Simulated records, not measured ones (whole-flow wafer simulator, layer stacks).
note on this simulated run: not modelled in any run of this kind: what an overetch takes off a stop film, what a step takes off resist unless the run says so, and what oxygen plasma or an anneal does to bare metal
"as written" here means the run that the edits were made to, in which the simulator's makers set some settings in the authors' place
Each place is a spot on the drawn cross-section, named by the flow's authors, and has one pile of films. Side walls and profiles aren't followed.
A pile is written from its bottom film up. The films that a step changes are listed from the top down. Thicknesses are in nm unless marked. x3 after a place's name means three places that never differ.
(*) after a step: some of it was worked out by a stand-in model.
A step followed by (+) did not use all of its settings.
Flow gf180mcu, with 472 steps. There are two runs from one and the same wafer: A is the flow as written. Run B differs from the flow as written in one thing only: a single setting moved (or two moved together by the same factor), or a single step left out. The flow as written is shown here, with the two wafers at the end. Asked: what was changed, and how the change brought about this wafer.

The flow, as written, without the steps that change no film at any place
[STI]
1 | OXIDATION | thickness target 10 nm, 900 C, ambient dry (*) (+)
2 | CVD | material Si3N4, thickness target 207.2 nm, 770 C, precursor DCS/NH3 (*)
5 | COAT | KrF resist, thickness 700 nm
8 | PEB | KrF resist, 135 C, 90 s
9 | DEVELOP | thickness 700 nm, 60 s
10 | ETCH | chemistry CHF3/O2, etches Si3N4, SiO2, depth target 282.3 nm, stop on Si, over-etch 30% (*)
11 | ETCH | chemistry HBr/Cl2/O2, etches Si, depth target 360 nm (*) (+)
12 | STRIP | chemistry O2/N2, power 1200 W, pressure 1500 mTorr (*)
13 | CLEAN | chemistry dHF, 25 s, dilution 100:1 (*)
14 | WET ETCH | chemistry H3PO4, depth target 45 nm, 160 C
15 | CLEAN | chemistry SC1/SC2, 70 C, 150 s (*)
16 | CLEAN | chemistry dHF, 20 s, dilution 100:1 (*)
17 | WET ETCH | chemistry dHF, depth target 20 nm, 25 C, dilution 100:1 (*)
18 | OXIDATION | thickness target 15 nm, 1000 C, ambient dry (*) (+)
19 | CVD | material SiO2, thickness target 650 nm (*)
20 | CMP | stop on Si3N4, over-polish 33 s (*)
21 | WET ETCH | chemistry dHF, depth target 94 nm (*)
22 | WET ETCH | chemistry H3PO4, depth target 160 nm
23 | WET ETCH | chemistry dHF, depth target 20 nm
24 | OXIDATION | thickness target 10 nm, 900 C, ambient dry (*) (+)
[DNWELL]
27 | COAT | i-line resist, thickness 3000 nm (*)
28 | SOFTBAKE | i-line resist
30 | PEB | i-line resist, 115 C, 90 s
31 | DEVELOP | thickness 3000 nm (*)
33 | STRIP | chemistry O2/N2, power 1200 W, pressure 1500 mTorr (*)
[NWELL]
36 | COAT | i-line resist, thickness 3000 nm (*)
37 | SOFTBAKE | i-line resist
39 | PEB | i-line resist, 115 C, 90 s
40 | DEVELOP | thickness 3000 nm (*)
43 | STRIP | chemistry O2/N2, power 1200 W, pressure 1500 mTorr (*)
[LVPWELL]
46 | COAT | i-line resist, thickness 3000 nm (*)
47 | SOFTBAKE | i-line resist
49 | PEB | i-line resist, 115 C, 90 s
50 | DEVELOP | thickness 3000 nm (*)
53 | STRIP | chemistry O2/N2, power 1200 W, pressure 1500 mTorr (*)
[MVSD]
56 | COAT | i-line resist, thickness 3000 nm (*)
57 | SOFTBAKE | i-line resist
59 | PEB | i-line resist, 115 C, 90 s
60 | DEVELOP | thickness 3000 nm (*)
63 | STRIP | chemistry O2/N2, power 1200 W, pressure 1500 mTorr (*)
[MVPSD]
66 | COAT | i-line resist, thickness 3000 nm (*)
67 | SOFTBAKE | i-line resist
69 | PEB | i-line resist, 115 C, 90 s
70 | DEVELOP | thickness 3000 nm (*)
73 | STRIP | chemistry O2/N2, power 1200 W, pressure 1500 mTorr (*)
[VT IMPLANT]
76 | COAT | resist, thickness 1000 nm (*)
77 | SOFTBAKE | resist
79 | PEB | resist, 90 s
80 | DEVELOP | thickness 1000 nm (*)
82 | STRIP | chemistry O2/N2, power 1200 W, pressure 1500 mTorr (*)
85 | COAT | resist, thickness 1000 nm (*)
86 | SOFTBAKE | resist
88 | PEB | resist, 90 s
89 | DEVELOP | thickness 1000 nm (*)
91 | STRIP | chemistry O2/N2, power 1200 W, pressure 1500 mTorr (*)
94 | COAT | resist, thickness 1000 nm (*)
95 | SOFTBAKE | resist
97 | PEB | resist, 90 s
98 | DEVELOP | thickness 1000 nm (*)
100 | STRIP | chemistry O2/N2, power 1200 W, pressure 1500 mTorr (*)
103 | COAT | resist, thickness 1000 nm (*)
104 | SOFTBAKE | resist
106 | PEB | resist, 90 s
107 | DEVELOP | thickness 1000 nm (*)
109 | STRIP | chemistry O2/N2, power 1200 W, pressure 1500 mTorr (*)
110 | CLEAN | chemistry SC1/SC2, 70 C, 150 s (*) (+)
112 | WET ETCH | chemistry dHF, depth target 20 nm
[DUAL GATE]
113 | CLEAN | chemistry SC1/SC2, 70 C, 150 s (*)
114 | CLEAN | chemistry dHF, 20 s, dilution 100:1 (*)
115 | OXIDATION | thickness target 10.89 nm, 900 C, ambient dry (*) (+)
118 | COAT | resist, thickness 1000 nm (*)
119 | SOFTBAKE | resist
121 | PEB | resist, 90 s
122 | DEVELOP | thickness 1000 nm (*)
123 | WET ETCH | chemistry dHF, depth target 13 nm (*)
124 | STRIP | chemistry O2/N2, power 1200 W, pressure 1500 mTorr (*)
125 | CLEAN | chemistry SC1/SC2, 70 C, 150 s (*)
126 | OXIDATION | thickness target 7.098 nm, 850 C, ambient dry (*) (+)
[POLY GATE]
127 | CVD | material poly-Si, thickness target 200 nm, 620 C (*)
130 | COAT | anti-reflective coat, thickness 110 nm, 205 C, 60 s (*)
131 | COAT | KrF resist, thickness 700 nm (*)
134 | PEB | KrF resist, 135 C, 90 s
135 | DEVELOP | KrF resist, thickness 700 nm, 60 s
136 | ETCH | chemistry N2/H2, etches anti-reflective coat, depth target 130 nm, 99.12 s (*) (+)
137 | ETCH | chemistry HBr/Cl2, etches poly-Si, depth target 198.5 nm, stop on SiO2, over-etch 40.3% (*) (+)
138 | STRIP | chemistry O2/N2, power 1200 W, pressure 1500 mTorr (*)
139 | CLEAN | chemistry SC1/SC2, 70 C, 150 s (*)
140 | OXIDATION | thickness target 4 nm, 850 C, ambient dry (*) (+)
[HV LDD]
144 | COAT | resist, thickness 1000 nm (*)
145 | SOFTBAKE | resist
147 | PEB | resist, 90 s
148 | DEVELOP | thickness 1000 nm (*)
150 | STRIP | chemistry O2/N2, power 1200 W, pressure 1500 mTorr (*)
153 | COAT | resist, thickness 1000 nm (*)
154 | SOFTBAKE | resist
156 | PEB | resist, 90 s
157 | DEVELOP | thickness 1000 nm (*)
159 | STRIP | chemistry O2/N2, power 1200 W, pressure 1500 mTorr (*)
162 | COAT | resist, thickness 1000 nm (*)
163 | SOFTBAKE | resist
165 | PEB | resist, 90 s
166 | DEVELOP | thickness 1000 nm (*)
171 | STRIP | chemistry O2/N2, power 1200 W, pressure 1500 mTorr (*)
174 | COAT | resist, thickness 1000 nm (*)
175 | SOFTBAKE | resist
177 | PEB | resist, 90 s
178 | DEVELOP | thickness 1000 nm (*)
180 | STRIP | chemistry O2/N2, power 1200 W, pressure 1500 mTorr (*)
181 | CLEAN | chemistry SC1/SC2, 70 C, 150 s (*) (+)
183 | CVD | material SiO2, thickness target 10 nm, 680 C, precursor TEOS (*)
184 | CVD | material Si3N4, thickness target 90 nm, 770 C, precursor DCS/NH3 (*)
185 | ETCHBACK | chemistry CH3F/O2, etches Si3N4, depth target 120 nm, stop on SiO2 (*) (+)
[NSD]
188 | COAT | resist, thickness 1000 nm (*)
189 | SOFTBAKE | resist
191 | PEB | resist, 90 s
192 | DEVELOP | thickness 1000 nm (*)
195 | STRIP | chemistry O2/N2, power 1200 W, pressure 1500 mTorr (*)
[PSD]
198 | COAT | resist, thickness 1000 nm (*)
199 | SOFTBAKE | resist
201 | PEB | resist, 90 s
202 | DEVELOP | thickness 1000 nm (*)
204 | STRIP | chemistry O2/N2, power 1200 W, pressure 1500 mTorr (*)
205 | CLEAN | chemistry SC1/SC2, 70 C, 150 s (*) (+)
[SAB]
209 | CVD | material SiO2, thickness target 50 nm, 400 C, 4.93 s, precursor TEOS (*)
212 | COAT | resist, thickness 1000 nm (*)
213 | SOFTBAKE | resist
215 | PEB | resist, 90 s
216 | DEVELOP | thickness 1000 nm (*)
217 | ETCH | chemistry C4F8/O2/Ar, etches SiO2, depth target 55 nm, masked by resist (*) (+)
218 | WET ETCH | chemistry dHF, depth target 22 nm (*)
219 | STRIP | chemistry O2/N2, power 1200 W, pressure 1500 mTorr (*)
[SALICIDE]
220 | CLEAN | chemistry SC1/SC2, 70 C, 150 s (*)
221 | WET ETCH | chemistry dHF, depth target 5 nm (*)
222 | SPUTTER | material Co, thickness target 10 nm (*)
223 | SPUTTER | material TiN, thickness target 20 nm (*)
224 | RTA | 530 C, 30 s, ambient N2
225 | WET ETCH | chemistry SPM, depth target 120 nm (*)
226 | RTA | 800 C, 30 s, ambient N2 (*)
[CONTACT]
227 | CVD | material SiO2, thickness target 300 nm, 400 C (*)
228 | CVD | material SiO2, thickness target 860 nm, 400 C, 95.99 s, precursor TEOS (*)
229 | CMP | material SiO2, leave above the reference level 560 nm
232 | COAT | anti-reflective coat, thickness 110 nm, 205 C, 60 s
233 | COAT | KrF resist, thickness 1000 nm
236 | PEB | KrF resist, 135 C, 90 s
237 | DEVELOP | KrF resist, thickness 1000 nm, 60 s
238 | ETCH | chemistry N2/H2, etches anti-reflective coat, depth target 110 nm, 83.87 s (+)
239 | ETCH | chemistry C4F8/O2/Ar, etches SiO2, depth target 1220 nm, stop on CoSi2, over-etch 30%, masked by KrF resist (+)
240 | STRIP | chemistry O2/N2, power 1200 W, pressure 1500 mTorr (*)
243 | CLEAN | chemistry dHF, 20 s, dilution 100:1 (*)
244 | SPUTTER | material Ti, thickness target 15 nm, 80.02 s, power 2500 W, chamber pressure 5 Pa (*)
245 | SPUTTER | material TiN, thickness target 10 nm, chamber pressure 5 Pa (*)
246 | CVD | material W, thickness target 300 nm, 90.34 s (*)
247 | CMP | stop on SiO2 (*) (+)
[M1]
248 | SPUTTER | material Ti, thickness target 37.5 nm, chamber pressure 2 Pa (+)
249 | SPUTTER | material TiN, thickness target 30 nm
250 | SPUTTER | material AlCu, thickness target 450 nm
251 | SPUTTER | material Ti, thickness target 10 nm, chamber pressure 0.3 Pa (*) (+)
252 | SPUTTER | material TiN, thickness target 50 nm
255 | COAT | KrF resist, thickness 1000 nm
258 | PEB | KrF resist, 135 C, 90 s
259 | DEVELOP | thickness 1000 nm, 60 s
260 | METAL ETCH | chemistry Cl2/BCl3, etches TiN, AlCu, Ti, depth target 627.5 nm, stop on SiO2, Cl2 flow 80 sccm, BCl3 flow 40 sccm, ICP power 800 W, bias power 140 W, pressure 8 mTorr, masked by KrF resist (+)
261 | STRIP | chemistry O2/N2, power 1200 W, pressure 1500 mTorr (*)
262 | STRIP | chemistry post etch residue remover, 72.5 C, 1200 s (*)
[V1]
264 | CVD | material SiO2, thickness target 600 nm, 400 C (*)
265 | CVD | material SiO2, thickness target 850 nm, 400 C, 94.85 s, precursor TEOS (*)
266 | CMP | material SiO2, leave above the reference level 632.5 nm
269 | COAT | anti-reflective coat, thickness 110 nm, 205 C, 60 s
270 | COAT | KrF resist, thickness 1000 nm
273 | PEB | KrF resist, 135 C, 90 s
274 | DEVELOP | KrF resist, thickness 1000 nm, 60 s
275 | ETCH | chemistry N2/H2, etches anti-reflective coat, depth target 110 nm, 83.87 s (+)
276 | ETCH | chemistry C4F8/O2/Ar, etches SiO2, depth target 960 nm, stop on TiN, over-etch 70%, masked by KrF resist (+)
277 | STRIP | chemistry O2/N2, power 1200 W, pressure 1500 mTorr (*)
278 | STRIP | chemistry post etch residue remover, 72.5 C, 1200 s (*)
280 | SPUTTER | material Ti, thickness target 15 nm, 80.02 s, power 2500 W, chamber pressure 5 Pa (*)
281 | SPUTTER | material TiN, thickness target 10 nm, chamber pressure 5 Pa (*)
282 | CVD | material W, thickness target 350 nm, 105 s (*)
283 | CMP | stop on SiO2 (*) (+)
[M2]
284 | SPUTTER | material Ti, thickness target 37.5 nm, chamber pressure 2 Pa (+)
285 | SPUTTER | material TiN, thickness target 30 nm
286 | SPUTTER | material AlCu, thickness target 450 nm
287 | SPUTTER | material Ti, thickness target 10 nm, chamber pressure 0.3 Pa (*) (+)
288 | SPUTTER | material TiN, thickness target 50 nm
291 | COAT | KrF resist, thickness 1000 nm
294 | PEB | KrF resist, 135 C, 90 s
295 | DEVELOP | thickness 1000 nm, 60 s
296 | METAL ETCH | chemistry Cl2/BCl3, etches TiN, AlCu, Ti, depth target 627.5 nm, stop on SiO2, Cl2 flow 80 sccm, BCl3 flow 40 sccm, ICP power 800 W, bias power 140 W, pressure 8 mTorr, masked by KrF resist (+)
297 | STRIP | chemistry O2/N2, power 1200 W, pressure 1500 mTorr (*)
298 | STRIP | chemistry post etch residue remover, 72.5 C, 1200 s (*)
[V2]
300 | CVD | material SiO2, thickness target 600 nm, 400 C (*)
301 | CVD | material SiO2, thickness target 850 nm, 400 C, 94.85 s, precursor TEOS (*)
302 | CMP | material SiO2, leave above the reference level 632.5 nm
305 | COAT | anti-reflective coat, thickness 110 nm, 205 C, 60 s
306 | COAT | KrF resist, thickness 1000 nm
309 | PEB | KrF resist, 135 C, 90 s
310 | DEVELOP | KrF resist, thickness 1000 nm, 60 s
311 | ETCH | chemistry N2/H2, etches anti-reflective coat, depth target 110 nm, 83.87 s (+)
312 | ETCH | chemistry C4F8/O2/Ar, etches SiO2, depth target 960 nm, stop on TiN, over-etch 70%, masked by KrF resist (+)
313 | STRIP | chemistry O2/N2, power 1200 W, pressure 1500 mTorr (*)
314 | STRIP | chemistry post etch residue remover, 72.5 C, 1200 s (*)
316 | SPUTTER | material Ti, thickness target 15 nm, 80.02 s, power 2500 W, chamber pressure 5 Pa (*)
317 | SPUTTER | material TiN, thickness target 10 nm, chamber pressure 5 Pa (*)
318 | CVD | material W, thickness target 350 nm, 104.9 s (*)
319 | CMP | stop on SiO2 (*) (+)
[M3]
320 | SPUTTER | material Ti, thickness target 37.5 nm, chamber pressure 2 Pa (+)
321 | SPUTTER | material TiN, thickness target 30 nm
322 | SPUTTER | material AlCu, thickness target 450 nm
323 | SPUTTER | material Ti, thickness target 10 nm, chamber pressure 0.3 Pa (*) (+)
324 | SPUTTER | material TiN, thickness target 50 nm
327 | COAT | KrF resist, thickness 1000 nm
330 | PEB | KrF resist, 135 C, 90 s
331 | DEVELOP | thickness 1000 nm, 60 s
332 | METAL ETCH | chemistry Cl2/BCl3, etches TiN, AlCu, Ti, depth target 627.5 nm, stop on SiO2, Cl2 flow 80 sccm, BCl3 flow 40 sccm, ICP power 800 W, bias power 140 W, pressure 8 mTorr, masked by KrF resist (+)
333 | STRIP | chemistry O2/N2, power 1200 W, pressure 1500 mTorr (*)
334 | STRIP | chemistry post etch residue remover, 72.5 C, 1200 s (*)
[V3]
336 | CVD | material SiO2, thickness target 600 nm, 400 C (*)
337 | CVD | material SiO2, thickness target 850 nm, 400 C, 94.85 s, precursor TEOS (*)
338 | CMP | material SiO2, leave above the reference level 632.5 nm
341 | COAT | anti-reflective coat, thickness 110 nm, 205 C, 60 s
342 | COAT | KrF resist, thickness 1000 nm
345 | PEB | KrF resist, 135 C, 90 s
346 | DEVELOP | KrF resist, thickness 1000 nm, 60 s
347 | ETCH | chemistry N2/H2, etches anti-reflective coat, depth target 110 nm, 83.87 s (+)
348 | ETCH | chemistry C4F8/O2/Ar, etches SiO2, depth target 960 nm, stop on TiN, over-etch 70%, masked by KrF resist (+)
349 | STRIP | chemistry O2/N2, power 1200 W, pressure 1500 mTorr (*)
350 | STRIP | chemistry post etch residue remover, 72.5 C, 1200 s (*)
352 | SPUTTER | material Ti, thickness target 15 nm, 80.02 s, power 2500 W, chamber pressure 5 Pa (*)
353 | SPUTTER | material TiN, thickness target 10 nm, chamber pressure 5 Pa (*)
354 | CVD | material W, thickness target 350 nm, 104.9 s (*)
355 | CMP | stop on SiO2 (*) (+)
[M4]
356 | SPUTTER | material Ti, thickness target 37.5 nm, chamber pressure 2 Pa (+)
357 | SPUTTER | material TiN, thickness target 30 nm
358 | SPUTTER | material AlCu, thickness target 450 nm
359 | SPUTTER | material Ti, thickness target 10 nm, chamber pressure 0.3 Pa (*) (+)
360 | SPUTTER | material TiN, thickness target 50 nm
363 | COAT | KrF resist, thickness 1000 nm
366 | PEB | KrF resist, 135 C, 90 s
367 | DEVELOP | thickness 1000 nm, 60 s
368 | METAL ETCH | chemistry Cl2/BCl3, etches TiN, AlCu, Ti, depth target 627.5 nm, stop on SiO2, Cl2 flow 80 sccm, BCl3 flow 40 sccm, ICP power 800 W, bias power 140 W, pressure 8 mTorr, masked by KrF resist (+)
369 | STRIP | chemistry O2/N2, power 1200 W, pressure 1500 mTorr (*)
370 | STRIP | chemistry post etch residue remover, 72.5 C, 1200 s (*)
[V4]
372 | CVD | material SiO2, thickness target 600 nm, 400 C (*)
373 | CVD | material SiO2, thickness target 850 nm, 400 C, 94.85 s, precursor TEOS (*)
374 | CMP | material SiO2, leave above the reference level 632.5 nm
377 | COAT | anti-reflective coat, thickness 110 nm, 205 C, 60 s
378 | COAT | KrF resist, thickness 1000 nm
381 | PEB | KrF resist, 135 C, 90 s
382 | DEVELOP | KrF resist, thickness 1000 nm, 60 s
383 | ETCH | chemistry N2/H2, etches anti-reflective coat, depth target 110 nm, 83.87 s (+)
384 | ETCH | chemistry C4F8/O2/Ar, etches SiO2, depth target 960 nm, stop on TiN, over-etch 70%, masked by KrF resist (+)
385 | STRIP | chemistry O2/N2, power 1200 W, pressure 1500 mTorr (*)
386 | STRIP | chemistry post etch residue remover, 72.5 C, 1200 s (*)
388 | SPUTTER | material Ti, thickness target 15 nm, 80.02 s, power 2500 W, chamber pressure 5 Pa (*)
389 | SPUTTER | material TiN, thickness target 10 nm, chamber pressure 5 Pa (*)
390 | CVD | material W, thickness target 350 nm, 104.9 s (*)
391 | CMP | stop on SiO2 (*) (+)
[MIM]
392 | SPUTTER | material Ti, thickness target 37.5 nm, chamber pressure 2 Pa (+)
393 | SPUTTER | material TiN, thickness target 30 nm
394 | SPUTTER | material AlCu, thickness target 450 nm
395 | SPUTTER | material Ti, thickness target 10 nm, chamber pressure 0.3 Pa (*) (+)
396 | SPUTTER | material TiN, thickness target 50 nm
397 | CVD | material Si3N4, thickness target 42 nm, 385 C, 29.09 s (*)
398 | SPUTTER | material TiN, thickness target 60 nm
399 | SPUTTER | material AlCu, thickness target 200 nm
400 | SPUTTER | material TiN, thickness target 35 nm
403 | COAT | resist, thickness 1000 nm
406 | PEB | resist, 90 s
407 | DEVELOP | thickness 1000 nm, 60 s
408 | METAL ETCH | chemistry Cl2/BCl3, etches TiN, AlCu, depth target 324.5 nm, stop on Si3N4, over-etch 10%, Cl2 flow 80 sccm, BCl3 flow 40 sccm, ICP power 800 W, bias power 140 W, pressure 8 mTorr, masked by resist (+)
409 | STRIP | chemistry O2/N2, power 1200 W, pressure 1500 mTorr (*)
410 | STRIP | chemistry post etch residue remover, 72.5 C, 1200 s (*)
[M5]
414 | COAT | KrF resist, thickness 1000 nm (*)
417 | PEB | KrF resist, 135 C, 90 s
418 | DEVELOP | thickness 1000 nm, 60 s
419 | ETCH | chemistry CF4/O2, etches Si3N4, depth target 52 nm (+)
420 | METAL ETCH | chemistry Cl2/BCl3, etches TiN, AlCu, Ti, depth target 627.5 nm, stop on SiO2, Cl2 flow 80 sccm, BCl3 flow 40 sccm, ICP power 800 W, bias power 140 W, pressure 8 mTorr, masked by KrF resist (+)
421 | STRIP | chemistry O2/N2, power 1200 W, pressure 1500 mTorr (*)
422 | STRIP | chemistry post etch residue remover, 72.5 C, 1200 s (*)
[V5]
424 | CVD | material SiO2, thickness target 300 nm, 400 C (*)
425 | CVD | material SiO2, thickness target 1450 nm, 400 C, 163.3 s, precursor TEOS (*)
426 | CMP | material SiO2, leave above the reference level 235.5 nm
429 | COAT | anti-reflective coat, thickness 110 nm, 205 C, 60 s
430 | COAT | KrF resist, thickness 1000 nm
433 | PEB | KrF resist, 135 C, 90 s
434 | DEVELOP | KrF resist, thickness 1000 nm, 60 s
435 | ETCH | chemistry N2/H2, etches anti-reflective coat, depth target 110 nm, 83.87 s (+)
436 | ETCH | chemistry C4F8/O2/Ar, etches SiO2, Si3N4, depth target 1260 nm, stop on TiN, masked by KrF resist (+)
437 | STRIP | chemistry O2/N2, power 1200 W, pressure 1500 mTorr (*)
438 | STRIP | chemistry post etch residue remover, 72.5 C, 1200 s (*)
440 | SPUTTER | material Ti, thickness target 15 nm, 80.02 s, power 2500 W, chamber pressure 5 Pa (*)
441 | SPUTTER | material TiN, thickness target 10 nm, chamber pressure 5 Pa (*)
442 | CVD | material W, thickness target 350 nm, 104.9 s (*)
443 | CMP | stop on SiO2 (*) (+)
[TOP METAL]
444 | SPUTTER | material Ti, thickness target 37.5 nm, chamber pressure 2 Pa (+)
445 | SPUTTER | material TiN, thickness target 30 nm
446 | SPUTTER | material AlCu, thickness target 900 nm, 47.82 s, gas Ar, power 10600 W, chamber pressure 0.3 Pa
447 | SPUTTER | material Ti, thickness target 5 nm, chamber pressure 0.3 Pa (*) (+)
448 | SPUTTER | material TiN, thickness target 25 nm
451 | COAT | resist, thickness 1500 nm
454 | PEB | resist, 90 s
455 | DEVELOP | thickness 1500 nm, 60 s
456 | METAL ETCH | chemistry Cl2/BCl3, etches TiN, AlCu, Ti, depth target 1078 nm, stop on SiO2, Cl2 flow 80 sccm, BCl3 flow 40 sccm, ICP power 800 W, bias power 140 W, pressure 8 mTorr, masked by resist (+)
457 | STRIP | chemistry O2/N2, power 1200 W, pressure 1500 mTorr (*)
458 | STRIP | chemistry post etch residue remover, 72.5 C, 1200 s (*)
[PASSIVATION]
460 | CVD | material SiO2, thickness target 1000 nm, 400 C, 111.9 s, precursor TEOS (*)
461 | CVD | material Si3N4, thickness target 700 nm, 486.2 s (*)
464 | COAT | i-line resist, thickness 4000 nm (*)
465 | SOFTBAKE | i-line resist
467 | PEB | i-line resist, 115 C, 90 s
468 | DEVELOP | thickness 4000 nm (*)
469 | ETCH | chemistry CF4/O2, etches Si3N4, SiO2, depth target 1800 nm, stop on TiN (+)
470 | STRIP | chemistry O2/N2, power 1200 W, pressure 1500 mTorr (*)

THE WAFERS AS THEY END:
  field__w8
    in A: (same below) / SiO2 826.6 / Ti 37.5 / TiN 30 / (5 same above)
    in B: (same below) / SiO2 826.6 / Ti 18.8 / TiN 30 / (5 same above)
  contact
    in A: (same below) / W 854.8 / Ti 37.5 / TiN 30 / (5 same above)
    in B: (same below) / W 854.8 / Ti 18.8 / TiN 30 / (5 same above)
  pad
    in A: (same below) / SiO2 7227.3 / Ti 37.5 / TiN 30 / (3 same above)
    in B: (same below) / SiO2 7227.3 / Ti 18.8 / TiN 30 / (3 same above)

What caused this: step 444, SPUTTER: thickness target 18.8 nm was run, while the flow as written has thickness target 37.5 nm.
One can read it off the wafer: field__w8 has Ti 18.8, and step 444 as written asks for 37.5 nm.

The path from the change to this, step by step:
  444 | SPUTTER | material Ti, thickness target 37.5 nm, chamber pressure 2 Pa (+)
      field, field__w1, field__w2 and 109 more: A +37.5 Ti (new film) | B +18.8 Ti (new film)
  456 | METAL ETCH | chemistry Cl2/BCl3, etches TiN, AlCu, Ti, depth target 1078 nm, stop on SiO2, Cl2 flow 80 sccm, BCl3 flow 40 sccm, ICP power 800 W, bias power 140 W, pressure 8 mTorr, masked by resist (+)
      field, field__w1, field__w2 and 103 more: A -25 TiN (all of it), -5 Ti (all of it), -900 AlCu (all of it), -30 TiN (all of it), -37.5 Ti (all of it) | B -25 TiN (all of it), -5 Ti (all of it), -900 AlCu (all of it), -30 TiN (all of it), -18.8 Ti (all of it)
  465 | SOFTBAKE | i-line resist
      field__w5, field__w9: A +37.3 i-line resist | B +36.3 i-line resist
      field__w13, nw_enc_fld_lv__w4: A +37.9 i-line resist | B +36.9 i-line resist
      (as well as at 60 more places)
